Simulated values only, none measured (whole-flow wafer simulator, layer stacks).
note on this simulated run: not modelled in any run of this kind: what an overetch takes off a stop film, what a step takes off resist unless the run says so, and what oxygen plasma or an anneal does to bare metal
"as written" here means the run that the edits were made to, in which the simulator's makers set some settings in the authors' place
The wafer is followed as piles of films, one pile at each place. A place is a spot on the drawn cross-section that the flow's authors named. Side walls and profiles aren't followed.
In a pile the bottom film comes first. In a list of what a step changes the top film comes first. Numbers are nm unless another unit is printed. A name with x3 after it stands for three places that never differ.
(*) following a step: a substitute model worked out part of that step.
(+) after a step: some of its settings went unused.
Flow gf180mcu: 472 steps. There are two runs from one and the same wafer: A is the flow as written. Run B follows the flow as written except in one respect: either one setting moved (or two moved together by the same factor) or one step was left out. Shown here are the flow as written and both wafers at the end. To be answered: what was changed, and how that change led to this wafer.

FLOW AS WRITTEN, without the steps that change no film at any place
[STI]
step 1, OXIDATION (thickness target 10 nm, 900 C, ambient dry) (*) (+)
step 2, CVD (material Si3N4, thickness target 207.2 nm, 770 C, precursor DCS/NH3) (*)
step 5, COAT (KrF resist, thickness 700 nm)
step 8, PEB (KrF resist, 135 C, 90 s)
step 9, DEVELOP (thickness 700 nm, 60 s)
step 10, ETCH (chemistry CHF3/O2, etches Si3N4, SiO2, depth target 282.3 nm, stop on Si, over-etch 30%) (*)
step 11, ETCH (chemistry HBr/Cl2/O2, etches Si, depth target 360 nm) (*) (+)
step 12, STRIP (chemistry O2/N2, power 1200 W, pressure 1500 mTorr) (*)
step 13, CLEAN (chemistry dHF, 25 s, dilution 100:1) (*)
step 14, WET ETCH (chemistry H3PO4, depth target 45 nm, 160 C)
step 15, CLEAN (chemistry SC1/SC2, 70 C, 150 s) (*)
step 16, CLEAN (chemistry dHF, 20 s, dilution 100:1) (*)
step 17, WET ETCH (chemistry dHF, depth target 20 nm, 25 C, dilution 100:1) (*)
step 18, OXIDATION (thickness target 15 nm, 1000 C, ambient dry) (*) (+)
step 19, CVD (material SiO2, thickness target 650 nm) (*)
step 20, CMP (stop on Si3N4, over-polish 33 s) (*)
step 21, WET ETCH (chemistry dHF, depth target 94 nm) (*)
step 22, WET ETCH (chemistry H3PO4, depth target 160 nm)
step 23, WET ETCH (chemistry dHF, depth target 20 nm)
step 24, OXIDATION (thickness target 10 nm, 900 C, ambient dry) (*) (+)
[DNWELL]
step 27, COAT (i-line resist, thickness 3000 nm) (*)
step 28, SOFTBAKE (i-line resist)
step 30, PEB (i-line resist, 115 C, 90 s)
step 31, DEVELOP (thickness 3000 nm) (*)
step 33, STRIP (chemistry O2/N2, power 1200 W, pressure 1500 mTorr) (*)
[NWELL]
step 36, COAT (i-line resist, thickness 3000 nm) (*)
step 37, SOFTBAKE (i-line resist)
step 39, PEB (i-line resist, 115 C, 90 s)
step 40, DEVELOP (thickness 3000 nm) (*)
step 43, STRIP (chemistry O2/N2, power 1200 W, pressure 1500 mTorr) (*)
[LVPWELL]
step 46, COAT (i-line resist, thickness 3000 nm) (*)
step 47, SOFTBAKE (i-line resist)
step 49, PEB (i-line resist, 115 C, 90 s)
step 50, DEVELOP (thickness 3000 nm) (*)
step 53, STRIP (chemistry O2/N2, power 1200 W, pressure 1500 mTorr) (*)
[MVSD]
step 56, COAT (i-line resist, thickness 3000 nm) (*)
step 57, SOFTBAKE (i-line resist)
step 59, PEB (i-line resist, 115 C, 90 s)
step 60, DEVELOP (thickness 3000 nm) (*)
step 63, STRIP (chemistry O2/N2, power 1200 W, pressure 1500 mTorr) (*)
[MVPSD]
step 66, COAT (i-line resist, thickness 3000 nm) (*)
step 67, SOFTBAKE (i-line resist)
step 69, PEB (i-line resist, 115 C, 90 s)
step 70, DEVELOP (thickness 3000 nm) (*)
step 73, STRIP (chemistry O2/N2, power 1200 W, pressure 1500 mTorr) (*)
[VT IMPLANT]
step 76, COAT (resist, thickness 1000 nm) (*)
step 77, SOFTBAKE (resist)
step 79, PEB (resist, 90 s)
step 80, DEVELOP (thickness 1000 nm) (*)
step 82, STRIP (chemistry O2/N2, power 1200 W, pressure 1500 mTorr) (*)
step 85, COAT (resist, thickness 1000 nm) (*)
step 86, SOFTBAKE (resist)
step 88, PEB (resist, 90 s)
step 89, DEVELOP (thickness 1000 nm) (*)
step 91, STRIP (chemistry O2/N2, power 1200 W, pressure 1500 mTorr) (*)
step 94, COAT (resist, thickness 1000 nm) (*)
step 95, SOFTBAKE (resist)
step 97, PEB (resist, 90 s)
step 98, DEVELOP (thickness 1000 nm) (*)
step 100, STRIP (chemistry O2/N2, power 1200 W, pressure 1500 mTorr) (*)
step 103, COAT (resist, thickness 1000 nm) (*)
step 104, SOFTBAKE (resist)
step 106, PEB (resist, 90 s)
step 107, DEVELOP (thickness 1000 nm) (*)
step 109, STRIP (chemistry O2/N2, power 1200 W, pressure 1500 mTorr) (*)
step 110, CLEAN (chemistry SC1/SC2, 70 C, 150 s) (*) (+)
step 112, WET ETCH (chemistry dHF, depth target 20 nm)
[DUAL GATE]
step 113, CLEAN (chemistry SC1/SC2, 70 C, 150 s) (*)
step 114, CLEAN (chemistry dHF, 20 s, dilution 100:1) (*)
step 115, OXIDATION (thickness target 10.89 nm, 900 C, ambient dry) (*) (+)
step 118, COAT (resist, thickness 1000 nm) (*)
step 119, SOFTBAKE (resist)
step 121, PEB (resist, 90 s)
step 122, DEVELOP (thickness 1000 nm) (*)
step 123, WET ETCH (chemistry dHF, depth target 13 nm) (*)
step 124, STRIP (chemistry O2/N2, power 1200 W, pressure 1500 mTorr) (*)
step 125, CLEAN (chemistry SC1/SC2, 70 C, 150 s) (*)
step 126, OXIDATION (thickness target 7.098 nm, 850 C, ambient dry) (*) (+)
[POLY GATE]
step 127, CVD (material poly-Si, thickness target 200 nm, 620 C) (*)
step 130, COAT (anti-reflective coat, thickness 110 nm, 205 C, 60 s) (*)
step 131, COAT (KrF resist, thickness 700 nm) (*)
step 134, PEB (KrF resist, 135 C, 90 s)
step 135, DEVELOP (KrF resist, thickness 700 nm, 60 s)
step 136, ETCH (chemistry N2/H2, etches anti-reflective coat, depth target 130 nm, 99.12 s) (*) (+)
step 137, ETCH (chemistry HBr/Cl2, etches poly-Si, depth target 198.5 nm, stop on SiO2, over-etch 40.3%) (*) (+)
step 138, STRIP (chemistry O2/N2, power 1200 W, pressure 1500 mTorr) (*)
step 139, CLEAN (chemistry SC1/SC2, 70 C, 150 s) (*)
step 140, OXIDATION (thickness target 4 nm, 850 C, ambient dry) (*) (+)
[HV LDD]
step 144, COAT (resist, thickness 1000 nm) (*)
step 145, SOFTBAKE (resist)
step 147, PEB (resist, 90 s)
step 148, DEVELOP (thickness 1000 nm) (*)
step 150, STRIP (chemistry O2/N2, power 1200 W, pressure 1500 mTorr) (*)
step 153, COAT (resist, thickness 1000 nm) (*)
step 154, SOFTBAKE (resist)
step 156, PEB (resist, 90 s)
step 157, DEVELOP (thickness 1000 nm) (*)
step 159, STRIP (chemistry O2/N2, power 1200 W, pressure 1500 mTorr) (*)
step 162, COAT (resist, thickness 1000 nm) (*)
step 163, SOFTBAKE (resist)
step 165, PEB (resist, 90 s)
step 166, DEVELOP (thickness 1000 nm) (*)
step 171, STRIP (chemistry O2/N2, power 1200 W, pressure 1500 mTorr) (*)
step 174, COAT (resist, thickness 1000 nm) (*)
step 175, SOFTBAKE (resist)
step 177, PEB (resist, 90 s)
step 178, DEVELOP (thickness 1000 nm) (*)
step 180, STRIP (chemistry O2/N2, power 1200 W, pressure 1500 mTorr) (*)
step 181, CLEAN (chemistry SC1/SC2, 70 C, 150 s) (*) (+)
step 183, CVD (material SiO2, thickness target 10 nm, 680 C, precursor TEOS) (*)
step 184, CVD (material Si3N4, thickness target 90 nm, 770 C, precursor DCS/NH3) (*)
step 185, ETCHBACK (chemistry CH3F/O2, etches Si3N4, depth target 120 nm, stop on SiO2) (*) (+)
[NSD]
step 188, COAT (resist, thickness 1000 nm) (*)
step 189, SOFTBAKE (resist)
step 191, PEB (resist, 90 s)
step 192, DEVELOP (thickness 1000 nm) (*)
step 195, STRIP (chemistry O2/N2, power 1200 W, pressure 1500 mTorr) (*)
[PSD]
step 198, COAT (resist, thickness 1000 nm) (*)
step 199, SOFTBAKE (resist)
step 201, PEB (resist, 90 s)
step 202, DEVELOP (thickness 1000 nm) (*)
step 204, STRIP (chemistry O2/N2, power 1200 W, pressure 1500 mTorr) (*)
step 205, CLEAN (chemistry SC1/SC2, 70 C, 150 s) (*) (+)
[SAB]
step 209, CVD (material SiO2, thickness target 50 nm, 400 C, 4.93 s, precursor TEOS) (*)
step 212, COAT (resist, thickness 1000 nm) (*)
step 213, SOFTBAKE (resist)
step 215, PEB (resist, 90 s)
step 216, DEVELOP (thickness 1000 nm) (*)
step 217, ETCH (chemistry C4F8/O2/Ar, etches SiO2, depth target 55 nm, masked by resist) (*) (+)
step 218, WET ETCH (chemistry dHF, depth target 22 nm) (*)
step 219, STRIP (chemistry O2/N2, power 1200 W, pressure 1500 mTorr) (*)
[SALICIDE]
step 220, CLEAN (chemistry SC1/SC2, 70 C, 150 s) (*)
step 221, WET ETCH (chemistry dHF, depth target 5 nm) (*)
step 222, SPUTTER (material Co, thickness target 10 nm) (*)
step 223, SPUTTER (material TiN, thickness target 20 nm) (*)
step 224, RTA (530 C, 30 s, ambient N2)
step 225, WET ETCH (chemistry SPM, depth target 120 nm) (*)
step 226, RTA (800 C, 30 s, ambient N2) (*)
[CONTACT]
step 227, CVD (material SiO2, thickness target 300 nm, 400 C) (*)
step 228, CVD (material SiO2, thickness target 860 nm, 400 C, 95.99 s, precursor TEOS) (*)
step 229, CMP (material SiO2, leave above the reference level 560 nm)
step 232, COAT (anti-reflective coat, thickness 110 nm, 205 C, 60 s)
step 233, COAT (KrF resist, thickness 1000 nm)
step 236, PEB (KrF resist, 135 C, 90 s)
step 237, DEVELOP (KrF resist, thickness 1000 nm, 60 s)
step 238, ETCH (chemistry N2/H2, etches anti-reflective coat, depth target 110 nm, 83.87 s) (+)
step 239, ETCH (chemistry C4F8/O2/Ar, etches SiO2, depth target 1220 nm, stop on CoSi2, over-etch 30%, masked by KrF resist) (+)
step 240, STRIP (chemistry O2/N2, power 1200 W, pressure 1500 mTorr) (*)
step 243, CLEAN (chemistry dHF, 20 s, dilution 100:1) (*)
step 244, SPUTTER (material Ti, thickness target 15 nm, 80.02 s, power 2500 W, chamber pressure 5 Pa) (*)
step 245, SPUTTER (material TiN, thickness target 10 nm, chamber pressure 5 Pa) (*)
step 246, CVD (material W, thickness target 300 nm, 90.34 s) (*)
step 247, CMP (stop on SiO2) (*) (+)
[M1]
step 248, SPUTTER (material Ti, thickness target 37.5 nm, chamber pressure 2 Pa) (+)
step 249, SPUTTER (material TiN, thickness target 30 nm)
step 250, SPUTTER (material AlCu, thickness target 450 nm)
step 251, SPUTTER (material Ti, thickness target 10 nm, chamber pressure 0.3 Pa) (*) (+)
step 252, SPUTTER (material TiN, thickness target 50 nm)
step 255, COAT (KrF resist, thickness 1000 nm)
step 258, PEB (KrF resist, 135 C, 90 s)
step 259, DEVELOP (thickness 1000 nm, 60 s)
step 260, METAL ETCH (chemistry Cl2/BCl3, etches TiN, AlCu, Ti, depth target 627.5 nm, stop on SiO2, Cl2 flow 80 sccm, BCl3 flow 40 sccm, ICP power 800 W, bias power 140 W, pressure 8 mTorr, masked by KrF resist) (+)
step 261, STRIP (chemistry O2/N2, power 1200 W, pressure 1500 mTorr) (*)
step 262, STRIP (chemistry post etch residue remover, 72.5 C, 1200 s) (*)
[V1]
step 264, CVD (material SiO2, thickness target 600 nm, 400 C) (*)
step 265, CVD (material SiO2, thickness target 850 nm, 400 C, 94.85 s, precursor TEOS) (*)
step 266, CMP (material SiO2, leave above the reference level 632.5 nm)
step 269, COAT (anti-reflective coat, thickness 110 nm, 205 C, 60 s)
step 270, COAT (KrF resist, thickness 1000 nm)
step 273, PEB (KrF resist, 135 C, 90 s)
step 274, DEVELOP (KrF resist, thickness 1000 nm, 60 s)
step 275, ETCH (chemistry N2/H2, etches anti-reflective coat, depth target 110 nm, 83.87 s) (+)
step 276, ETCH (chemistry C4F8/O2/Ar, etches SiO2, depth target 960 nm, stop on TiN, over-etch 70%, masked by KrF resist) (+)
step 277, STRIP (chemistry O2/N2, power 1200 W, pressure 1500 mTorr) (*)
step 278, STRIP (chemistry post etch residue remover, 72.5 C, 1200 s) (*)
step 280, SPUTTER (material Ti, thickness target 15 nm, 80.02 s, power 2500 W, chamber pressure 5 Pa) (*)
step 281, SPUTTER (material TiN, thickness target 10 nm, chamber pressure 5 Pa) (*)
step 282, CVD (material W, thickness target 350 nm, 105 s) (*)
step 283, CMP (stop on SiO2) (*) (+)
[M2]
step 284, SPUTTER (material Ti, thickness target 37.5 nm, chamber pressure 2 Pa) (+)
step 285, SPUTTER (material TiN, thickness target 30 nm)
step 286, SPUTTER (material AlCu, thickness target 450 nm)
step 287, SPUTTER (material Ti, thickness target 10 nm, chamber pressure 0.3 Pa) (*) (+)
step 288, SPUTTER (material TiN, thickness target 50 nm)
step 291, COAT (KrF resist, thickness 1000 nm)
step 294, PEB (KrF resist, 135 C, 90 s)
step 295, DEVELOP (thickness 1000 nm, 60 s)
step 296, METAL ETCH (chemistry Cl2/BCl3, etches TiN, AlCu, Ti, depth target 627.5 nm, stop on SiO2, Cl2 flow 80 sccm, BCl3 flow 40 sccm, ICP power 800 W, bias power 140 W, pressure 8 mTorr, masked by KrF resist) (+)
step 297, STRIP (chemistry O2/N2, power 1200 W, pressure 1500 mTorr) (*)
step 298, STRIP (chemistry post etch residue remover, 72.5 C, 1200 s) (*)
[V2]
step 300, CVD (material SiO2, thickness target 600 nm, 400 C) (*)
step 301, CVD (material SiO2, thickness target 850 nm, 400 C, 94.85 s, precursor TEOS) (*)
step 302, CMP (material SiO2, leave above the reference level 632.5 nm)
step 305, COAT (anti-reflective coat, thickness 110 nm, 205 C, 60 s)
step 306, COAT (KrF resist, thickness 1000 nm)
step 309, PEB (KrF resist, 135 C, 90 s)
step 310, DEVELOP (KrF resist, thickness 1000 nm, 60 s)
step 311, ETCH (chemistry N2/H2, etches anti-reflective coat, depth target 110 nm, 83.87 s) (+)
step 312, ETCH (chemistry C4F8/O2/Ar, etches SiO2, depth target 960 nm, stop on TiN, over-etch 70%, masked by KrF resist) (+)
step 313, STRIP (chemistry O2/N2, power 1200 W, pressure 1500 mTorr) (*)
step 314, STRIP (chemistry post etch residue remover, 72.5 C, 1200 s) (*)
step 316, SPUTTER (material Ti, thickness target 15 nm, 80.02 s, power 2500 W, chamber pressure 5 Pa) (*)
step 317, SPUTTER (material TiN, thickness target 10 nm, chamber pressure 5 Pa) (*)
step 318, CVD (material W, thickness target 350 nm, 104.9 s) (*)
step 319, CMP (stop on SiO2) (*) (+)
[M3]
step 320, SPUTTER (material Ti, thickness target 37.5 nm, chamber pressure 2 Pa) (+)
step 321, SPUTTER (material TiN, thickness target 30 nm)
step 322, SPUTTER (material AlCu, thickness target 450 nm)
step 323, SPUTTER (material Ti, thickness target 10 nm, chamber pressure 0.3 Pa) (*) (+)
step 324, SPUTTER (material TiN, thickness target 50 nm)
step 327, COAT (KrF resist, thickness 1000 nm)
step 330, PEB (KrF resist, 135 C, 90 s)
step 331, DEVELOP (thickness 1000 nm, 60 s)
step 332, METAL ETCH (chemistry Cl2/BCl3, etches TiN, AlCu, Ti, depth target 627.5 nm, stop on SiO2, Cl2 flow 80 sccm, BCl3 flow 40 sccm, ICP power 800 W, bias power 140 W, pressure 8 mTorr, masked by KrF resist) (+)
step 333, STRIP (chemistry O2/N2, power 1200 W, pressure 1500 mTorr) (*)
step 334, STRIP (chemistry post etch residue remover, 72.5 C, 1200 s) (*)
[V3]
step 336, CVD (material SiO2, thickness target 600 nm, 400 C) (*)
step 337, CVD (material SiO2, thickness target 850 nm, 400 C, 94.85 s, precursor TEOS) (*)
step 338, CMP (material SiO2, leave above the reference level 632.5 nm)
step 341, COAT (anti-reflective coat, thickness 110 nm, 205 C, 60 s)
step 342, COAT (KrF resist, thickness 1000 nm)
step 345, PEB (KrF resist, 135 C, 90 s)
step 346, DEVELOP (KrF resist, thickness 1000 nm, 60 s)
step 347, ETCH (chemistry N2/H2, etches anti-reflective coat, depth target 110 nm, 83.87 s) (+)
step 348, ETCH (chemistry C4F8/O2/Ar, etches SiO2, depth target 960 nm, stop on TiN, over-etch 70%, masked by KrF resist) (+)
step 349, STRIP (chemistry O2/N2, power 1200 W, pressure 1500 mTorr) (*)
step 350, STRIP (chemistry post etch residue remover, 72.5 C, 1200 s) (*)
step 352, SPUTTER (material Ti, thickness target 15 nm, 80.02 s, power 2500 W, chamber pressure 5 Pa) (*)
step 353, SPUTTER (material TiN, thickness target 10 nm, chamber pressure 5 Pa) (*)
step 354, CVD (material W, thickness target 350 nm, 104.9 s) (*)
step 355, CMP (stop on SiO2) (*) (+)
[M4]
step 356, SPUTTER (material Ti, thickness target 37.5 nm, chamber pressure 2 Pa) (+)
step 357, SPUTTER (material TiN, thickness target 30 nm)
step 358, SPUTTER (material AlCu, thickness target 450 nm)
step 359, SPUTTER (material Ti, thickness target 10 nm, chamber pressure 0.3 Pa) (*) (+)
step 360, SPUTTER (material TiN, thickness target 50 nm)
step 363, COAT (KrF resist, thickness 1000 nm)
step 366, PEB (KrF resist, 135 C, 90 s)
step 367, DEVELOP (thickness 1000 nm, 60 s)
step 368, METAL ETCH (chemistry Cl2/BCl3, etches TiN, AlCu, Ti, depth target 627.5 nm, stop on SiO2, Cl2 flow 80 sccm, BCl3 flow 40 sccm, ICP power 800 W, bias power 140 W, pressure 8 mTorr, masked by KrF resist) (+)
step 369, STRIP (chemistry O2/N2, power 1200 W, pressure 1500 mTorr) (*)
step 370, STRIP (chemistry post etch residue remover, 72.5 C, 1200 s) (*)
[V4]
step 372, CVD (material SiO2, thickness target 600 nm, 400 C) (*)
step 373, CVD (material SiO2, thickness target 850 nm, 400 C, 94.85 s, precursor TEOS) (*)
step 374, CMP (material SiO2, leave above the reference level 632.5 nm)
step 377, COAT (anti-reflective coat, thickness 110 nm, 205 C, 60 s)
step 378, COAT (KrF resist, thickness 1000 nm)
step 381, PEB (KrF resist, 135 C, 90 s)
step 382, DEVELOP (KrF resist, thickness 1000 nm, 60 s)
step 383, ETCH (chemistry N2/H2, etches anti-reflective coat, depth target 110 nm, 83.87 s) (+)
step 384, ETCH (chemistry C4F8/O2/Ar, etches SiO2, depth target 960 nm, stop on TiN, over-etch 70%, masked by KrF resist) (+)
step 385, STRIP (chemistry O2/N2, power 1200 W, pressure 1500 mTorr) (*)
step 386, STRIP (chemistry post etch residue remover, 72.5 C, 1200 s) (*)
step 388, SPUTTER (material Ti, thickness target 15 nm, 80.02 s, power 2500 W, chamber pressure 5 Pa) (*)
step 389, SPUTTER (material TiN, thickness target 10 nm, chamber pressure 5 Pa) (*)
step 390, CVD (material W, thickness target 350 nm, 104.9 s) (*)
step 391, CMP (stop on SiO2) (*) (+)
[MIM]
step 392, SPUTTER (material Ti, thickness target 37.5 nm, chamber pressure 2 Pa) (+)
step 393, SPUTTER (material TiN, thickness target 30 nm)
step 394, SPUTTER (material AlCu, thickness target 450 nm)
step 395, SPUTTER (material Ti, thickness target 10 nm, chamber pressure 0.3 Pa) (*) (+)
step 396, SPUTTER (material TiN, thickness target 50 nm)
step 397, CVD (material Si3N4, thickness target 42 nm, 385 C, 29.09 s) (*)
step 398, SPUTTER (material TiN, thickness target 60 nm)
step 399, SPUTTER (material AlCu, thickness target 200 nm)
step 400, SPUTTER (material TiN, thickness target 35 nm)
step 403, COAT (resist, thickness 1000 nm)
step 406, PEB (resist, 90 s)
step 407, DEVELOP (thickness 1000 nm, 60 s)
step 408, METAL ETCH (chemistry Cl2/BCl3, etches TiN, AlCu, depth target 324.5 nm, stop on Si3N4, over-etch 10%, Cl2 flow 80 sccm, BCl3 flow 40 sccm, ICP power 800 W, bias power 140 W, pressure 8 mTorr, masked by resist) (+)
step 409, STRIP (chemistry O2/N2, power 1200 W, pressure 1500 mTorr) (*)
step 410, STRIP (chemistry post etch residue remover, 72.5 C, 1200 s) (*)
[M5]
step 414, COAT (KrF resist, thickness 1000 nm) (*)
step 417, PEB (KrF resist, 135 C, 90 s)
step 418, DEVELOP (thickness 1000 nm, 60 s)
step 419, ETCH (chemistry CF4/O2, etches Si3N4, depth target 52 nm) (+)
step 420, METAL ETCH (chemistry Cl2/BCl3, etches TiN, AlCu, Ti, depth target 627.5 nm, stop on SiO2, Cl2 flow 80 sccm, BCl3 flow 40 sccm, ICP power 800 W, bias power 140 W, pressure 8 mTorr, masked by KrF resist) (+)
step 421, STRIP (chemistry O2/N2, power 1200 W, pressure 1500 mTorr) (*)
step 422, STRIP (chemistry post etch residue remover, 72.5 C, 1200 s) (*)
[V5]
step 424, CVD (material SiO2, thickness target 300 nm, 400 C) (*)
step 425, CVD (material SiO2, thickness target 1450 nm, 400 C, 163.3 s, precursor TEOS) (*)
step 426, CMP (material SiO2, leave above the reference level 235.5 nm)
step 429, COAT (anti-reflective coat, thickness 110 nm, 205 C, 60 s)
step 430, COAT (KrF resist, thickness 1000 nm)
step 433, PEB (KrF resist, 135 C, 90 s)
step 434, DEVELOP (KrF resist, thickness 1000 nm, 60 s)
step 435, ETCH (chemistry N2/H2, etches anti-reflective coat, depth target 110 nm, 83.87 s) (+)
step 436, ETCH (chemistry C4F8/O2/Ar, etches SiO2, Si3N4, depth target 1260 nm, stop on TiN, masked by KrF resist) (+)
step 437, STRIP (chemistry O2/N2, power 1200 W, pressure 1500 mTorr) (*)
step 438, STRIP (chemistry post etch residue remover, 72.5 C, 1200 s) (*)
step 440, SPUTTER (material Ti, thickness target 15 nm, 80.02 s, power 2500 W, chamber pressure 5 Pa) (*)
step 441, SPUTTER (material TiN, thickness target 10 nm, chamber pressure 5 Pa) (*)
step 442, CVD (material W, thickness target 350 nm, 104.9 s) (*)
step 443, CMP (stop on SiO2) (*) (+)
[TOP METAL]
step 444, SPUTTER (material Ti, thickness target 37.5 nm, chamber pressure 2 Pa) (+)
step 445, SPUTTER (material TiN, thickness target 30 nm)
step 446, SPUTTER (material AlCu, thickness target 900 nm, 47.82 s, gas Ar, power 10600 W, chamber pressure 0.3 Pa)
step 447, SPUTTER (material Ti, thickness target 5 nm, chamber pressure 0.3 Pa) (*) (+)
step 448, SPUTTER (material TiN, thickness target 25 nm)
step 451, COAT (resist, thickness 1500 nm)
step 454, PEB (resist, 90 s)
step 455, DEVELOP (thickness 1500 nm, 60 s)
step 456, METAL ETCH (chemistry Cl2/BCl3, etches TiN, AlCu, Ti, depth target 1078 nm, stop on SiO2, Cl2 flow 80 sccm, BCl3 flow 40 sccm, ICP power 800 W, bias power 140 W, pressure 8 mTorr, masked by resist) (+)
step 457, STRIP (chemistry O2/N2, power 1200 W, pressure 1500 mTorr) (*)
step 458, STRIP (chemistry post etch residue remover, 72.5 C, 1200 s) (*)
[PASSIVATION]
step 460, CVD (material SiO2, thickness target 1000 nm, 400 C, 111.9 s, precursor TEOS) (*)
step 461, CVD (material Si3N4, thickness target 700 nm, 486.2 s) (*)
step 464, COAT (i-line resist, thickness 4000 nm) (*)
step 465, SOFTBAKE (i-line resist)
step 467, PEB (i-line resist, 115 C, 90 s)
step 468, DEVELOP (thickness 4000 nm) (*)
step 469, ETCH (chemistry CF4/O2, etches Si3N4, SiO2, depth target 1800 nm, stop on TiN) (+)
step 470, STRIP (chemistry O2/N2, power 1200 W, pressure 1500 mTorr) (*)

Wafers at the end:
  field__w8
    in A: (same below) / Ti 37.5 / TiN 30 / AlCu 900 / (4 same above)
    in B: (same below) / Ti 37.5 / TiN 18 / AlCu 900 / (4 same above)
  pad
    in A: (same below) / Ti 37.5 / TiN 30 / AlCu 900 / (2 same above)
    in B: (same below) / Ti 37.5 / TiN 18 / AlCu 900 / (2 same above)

What caused this: step 445, SPUTTER: thickness target 18 nm was run, whereas the flow has thickness target 30 nm.
The wafer itself shows it: field__w8 has TiN 18, and step 445 as written asks for 30 nm.

The path from the change to this, step by step:
  step 445, SPUTTER (material TiN, thickness target 30 nm)
      field, field__w1, field__w2 and 109 more: A +30 TiN (new film) | B +18 TiN (new film)
  step 456, METAL ETCH (chemistry Cl2/BCl3, etches TiN, AlCu, Ti, depth target 1078 nm, stop on SiO2, Cl2 flow 80 sccm, BCl3 flow 40 sccm, ICP power 800 W, bias power 140 W, pressure 8 mTorr, masked by resist) (+)
      field, field__w1, field__w2 and 103 more: A -25 TiN (all of it), -5 Ti (all of it), -900 AlCu (all of it), -30 TiN (all of it), -37.5 Ti (all of it) | B -25 TiN (all of it), -5 Ti (all of it), -900 AlCu (all of it), -18 TiN (all of it), -37.5 Ti (all of it)
